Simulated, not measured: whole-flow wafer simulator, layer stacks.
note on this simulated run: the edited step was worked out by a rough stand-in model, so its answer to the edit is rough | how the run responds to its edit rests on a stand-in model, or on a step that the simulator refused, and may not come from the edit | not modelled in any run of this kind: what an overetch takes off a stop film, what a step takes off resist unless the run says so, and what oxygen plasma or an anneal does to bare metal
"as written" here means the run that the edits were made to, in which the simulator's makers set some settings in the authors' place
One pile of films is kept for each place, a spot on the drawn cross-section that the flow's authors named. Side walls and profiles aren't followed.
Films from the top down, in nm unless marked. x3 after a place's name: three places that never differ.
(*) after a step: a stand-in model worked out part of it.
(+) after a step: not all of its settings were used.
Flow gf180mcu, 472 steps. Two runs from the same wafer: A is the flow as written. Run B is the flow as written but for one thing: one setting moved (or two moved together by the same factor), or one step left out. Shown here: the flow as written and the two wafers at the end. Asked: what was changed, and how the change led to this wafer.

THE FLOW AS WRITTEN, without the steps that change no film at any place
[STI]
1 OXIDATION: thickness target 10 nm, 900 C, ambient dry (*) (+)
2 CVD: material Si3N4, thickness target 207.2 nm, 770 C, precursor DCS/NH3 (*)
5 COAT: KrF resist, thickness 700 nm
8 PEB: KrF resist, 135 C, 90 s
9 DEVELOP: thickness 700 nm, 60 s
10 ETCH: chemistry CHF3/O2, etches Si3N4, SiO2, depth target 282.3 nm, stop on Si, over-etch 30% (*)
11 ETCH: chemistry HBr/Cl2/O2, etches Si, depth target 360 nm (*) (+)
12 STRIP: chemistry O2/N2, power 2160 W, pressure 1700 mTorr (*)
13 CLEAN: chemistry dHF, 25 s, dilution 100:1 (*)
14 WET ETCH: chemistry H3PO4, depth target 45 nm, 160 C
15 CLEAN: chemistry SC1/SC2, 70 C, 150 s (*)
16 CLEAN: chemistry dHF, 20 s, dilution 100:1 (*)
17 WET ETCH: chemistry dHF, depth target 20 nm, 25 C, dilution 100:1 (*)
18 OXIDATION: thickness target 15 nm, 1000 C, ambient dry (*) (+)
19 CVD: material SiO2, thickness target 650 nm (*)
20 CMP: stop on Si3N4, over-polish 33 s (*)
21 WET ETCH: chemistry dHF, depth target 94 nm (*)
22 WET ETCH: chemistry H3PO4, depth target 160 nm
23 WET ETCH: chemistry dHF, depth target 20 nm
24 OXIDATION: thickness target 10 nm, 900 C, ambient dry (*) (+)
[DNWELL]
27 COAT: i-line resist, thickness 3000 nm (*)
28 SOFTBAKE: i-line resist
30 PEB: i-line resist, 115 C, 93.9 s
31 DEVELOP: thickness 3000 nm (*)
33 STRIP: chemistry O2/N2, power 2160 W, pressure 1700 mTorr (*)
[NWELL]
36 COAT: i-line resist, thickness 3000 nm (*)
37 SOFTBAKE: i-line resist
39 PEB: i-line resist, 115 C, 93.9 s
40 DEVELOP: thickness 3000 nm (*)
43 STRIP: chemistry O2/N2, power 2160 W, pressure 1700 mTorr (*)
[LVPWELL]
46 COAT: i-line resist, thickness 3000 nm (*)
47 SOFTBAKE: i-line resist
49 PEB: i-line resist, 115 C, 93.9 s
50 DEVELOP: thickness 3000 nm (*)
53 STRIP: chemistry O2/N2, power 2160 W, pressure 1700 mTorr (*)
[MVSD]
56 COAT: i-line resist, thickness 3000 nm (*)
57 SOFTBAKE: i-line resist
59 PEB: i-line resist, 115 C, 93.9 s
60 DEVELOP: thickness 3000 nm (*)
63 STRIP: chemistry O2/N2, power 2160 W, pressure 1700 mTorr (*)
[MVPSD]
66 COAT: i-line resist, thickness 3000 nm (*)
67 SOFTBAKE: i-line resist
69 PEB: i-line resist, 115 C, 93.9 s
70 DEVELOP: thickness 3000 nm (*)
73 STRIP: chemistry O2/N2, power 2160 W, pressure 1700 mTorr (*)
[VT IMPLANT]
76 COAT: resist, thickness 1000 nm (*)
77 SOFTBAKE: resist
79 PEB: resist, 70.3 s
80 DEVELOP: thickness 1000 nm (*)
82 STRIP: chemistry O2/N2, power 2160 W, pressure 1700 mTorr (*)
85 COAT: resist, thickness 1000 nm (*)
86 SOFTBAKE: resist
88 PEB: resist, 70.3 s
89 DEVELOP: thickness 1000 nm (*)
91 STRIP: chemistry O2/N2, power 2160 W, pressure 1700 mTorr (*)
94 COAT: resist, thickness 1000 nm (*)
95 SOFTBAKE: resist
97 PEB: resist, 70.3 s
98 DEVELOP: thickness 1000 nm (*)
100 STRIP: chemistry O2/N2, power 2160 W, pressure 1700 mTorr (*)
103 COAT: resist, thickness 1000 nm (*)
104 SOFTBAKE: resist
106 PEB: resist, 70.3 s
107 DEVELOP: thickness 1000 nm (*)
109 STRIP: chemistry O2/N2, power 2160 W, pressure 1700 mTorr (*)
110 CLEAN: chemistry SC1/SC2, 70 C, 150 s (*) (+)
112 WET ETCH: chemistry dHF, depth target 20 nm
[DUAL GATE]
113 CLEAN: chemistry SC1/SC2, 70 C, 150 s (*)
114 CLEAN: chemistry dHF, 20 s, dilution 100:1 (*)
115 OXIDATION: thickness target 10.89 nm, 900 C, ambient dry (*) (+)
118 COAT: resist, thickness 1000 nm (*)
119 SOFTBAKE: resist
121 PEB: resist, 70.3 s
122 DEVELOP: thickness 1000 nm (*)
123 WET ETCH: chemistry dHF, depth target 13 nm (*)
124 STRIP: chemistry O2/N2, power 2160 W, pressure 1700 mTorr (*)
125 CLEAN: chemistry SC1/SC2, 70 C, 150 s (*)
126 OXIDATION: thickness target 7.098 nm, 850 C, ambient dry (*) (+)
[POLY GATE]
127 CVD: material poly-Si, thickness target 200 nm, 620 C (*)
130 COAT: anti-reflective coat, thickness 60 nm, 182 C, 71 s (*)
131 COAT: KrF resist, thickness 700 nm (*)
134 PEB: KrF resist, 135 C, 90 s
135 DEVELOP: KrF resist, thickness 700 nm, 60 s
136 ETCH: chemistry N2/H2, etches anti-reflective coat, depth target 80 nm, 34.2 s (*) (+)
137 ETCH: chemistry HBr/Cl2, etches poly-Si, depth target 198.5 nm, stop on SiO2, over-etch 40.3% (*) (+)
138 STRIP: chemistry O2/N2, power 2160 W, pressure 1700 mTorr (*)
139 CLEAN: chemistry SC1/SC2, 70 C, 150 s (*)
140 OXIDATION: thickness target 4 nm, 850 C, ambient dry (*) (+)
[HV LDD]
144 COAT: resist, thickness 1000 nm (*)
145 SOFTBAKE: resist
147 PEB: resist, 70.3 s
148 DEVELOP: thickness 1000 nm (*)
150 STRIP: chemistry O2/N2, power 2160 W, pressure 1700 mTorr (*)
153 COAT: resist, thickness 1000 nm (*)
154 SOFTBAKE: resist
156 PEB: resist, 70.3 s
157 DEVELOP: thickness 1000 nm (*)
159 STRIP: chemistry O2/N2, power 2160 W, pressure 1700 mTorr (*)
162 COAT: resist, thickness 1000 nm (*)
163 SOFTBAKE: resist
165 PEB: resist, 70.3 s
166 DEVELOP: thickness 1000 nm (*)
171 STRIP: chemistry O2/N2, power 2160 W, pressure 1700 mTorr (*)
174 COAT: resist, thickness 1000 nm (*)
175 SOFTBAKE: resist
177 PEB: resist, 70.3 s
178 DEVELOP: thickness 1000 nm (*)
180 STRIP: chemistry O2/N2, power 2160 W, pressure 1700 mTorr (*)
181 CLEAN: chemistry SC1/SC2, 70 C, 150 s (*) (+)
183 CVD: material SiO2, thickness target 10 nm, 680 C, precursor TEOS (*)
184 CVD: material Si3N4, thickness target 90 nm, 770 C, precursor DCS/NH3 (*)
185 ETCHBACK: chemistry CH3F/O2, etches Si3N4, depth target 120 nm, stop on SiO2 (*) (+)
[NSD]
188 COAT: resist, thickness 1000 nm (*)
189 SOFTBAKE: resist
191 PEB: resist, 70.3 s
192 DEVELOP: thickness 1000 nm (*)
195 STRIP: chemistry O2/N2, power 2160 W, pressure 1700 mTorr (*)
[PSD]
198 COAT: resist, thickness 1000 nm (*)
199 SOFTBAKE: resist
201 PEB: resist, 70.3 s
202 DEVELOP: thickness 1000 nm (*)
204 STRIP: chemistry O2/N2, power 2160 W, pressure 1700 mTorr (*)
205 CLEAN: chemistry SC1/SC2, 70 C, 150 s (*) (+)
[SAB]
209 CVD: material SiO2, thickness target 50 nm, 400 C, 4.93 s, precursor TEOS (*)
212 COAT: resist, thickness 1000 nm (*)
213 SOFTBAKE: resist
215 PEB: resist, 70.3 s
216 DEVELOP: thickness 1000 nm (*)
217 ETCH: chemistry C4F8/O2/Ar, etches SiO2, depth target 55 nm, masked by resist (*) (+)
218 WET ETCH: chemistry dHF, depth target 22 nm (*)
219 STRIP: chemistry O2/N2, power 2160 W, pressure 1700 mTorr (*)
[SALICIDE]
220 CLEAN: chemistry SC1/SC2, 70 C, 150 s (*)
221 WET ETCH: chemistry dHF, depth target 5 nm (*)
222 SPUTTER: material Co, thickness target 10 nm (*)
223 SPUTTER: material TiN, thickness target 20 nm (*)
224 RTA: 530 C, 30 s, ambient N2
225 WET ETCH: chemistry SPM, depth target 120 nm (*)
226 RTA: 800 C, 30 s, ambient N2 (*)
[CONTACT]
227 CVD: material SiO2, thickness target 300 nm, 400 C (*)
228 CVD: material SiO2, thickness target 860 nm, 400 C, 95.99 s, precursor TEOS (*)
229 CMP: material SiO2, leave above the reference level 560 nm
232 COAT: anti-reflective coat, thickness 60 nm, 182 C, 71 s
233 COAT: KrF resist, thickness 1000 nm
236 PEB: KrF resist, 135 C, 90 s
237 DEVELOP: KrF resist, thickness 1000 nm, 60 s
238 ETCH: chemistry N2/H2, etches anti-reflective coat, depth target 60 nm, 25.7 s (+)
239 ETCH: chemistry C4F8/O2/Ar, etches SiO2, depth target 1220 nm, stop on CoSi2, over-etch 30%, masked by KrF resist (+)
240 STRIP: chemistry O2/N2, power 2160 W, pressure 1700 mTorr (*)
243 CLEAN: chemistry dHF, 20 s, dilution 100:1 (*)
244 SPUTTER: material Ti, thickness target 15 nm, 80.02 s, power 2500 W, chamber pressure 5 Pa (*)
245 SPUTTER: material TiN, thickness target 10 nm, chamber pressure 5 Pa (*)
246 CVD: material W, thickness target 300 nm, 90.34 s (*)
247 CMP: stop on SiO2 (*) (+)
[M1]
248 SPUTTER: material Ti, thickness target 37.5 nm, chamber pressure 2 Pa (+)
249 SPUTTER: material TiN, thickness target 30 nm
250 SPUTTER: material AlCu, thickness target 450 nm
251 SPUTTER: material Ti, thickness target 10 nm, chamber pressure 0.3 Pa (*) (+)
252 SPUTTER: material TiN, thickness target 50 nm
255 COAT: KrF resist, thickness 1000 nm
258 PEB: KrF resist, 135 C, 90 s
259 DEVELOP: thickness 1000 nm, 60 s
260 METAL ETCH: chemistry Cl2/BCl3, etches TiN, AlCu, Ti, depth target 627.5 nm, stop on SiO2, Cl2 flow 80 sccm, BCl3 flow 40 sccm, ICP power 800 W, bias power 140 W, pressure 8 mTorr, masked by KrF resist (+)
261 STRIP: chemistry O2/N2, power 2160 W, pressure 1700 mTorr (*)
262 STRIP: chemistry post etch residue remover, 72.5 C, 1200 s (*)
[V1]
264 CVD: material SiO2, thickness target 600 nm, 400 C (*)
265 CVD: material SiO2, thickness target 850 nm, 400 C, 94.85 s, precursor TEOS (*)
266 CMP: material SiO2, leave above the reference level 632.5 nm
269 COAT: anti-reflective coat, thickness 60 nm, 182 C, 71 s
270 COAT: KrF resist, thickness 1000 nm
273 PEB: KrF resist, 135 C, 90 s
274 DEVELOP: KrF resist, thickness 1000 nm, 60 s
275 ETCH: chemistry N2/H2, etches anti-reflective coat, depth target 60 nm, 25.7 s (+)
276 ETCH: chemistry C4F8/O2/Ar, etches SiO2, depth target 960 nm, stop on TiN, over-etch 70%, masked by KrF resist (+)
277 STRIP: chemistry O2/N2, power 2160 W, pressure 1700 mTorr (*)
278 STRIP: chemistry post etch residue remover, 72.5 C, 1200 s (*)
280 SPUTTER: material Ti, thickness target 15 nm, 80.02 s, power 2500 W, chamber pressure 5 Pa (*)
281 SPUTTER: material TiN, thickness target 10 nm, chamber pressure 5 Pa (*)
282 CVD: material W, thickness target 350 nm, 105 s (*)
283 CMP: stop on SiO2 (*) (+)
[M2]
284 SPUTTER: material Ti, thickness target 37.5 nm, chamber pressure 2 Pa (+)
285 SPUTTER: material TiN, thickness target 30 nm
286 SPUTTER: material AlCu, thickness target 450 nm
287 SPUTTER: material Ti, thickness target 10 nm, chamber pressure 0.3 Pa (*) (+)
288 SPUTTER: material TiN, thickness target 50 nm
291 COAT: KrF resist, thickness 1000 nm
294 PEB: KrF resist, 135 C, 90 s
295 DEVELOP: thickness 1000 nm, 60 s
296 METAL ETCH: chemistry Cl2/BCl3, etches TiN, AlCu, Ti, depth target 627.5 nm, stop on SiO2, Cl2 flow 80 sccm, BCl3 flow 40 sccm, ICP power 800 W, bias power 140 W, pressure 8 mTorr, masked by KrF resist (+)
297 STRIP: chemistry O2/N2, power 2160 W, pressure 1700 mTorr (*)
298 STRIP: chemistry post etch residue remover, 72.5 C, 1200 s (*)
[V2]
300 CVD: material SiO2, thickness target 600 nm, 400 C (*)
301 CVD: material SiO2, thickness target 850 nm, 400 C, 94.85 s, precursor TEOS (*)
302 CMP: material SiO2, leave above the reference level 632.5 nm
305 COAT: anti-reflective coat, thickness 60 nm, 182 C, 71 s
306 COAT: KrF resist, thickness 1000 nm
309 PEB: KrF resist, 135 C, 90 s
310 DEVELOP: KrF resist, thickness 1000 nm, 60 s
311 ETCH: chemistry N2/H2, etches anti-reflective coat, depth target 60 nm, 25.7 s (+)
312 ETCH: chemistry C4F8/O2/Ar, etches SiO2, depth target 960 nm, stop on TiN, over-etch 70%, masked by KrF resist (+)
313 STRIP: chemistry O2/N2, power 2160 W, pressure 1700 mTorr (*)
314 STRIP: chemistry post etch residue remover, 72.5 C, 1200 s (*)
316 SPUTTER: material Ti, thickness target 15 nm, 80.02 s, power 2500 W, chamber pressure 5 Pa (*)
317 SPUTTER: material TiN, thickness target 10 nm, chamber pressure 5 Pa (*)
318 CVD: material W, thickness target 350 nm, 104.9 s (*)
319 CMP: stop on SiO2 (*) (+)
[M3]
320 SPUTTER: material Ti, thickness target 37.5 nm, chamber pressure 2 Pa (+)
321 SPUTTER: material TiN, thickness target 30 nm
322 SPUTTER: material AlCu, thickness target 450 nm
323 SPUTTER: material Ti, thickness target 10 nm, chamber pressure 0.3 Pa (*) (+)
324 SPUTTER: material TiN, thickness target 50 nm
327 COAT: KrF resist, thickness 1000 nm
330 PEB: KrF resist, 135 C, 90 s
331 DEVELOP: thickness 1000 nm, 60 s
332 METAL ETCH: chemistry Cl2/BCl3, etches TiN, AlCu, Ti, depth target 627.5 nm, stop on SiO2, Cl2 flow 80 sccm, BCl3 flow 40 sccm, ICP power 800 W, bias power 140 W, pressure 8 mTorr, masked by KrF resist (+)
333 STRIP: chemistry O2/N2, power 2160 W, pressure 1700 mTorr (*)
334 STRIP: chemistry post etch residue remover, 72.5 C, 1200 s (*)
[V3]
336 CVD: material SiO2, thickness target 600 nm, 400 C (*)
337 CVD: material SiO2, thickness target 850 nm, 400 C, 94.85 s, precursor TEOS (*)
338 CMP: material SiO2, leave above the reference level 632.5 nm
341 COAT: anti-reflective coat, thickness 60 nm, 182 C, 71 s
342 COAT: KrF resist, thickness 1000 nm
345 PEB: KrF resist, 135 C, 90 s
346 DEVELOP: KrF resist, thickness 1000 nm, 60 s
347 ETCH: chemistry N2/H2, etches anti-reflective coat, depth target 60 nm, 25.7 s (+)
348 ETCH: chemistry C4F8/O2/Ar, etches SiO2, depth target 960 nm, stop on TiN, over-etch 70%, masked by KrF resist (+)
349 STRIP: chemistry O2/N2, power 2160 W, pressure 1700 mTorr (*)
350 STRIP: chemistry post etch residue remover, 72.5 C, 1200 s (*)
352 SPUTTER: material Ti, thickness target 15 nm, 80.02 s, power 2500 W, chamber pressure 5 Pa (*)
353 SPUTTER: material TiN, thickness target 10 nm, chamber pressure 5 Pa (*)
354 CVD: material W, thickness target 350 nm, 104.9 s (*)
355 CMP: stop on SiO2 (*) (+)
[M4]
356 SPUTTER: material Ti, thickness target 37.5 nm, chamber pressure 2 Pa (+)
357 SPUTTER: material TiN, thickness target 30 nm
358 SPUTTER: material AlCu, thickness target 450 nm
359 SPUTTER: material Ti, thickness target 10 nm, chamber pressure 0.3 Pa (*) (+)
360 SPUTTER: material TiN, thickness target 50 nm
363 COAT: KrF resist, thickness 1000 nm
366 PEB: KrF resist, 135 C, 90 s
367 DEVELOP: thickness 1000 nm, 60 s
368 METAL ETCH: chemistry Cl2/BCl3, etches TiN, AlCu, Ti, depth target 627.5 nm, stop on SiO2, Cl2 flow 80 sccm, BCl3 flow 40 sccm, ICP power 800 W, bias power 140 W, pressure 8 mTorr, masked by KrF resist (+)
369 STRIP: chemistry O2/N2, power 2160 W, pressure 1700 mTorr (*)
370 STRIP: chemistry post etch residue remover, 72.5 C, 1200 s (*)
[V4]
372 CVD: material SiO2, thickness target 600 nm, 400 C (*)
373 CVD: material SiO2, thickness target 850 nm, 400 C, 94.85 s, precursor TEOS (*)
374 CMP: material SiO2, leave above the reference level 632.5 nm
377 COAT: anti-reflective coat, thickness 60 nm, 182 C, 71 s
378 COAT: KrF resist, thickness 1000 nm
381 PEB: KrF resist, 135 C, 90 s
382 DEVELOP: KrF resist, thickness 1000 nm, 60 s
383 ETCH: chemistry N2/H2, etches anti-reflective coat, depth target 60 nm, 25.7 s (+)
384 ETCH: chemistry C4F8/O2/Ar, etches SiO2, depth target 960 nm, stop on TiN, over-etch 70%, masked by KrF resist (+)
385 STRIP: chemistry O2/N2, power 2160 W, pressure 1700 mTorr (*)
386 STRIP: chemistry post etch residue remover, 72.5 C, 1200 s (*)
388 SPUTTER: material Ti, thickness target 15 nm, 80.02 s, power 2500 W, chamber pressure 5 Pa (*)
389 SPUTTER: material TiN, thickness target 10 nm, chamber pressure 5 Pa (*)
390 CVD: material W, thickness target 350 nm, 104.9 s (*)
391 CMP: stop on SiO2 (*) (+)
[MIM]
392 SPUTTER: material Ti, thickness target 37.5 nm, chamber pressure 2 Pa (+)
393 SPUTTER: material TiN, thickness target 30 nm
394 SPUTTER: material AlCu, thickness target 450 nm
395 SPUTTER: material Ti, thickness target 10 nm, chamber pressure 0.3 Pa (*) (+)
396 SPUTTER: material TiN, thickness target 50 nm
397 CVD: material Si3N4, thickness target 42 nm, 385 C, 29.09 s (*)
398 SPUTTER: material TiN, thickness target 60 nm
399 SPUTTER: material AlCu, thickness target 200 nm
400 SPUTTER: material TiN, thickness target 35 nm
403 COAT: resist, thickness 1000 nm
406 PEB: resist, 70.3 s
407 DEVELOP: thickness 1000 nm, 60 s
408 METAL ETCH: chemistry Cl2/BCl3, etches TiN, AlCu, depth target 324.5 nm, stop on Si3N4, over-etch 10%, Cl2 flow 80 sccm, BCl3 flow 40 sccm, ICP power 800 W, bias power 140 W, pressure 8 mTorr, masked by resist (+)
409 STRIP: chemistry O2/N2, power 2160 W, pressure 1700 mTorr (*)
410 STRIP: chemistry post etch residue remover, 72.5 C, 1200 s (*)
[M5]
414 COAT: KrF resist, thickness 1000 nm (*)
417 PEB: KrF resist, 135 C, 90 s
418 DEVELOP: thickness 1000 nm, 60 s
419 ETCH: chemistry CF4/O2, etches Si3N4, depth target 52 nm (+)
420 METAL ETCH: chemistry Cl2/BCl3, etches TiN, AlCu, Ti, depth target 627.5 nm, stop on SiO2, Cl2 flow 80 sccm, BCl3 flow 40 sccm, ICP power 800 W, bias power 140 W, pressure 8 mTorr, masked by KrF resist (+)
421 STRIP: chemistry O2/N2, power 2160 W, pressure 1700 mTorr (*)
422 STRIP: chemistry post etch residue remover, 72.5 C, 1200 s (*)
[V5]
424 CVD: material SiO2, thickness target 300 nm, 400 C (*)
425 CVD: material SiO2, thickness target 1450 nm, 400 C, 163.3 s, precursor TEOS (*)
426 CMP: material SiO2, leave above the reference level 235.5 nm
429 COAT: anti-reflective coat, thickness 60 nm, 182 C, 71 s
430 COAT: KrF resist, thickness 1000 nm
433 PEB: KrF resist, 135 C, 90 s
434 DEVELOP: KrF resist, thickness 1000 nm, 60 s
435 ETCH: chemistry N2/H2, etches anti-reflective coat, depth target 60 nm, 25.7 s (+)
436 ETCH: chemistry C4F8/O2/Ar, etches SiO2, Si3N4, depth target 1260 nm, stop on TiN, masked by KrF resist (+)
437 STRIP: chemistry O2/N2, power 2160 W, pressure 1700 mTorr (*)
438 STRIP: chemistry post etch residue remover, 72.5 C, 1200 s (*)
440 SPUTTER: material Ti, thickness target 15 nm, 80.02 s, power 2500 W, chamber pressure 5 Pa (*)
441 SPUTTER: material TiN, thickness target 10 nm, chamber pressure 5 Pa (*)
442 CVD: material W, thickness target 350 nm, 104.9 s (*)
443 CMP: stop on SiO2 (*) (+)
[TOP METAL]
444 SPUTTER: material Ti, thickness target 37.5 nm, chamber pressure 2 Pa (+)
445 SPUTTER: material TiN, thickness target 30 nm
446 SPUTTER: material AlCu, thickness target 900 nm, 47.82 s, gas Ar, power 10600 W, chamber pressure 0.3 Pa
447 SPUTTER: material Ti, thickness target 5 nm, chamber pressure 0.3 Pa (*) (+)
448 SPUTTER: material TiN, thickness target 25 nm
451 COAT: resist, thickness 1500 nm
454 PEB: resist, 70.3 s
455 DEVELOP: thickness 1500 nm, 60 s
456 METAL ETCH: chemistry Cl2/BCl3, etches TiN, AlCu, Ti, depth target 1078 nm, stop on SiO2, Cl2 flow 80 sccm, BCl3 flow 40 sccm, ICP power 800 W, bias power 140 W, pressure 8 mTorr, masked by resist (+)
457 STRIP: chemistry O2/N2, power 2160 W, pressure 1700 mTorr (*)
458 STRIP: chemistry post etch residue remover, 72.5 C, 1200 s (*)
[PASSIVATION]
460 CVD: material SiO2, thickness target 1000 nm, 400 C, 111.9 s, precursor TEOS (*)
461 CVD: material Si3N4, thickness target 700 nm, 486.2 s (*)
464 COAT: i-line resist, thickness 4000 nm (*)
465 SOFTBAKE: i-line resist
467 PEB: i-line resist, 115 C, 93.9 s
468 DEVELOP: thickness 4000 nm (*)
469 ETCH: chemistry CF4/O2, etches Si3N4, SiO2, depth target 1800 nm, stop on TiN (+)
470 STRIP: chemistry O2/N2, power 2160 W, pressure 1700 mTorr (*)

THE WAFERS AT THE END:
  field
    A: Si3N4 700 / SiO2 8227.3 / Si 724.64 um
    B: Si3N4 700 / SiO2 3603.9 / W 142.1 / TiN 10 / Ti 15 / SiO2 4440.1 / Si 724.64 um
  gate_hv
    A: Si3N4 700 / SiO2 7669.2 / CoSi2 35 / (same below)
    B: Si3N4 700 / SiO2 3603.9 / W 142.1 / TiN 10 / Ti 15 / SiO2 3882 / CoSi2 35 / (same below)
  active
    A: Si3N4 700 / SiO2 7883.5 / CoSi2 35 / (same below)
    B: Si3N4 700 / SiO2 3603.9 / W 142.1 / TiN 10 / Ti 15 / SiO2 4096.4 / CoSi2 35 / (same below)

The cause: step 337, CVD: thickness target 340 nm was run, where the flow has thickness target 850 nm; step 337, CVD: 37.94 s was run, where the flow has 94.85 s.

How the change led to this, step by step:
  337 CVD: material SiO2, thickness target 850 nm, 400 C, 94.85 s, precursor TEOS (*)
      field, field__w1, field__w2 and 108 more: A SiO2 +850 | B SiO2 +350.7
  338 CMP: material SiO2, leave above the reference level 632.5 nm
      field, field__w1, field__w2 and 103 more: A SiO2 -300 | B nothing
      field__w8, contact, m1, m1__w1, m1_nw: A SiO2 -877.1 | B SiO2 -377.7
  341 COAT: anti-reflective coat, thickness 60 nm, 182 C, 71 s
      p_well, sti, spacer, sd_n, mim_1p0, pad, dice_street: A anti-reflective coat +60 (new film) | B anti-reflective coat +61.4 (new film)
      active_hv, nw_enc_fld_lv: A anti-reflective coat +60 (new film) | B anti-reflective coat +42 (new film)
      (and at 22 more places)
  342 COAT: KrF resist, thickness 1000 nm
      contact, m1_nw: A KrF resist +1000 (new film) | B KrF resist +890.4 (new film)
      field: A KrF resist +1000 (new film) | B KrF resist +959.3 (new film)
      (and at 13 more places)
  345 PEB: KrF resist, 135 C, 90 s
      contact, m1_nw: A KrF resist -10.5 | B KrF resist -8.82
      n_well: A KrF resist -10.5 | B KrF resist -9.47
      (and at 8 more places)
  346 DEVELOP: KrF resist, thickness 1000 nm, 60 s
      contact: A KrF resist -989.5 (all of it) | B KrF resist -881.6 (all of it)
  347 ETCH: chemistry N2/H2, etches anti-reflective coat, depth target 60 nm, 25.7 s (+)
      contact: A anti-reflective coat -60 (all of it), SiO2 -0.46 | B anti-reflective coat -18.2 (all of it), SiO2 -1.53
  349 STRIP: chemistry O2/N2, power 2160 W, pressure 1700 mTorr (*)
      p_well, sti, spacer, sd_n, mim_1p0, pad, dice_street: A KrF resist -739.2 (all of it), anti-reflective coat -60 (all of it) | B KrF resist -739.6 (all of it), anti-reflective coat -61.4 (all of it)
      field: A KrF resist -739.2 (all of it), anti-reflective coat -60 (all of it) | B KrF resist -698.9 (all of it), anti-reflective coat -153.4 (all of it)
      (and at 22 more places)
  352 SPUTTER: material Ti, thickness target 15 nm, 80.02 s, power 2500 W, chamber pressure 5 Pa (*)
      contact: A Ti +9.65 (new film) | B Ti +10.9 (new film)
  353 SPUTTER: material TiN, thickness target 10 nm, chamber pressure 5 Pa (*)
      contact: A TiN +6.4 (new film) | B TiN +7.23 (new film)
  354 CVD: material W, thickness target 350 nm, 104.9 s (*)
      contact: A W +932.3 (new film) | B W +730.9 (new film)
  355 CMP: stop on SiO2 (*) (+)
      field, field__w1, field__w2 and 103 more: A W -350 (all of it), TiN -10 (all of it), Ti -15 (all of it), SiO2 -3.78 | B W -195.7
      field__w8, m1, m1__w1, m1_nw: A W -350 (all of it), TiN -10 (all of it), Ti -15 (all of it), SiO2 -3.78 | B W -350 (all of it), TiN -10 (all of it), Ti -15 (all of it), SiO2 -20
      (and at 1 more place)
  368 METAL ETCH: chemistry Cl2/BCl3, etches TiN, AlCu, Ti, depth target 627.5 nm, stop on SiO2, Cl2 flow 80 sccm, BCl3 flow 40 sccm, ICP power 800 W, bias power 140 W, pressure 8 mTorr, masked by KrF resist (+)
      field, field__w1, field__w2 and 103 more: A TiN -50 (all of it), Ti -10 (all of it), AlCu -450 (all of it), TiN -30 (all of it), Ti -37.5 (all of it) | B TiN -50 (all of it), Ti -10 (all of it), AlCu -450 (all of it), TiN -30 (all of it), Ti -37.5 (all of it), W -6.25
  370 STRIP: chemistry post etch residue remover, 72.5 C, 1200 s (*)
      field, field__w1, field__w2 and 103 more: A nothing | B W -6.01
  372 CVD: material SiO2, thickness target 600 nm, 400 C (*)
      field, field__w1, field__w2 and 103 more: A SiO2 +600 | B SiO2 +600 (new film)
  374 CMP: material SiO2, leave above the reference level 632.5 nm
      field, field__w1, field__w2 and 103 more: A SiO2 -300 | B SiO2 -287.7
Counting metal films that touch as one body, field has 1 body; the flow as written gives 0 bodies.
Counting metal films that touch as one body, gate_hv has 2 bodies (between them, from the top down: SiO2 3882); the flow as written gives 1 body.
Counting metal films that touch as one body, active has 2 bodies (between them, from the top down: SiO2 4096.4); the flow as written gives 1 body.
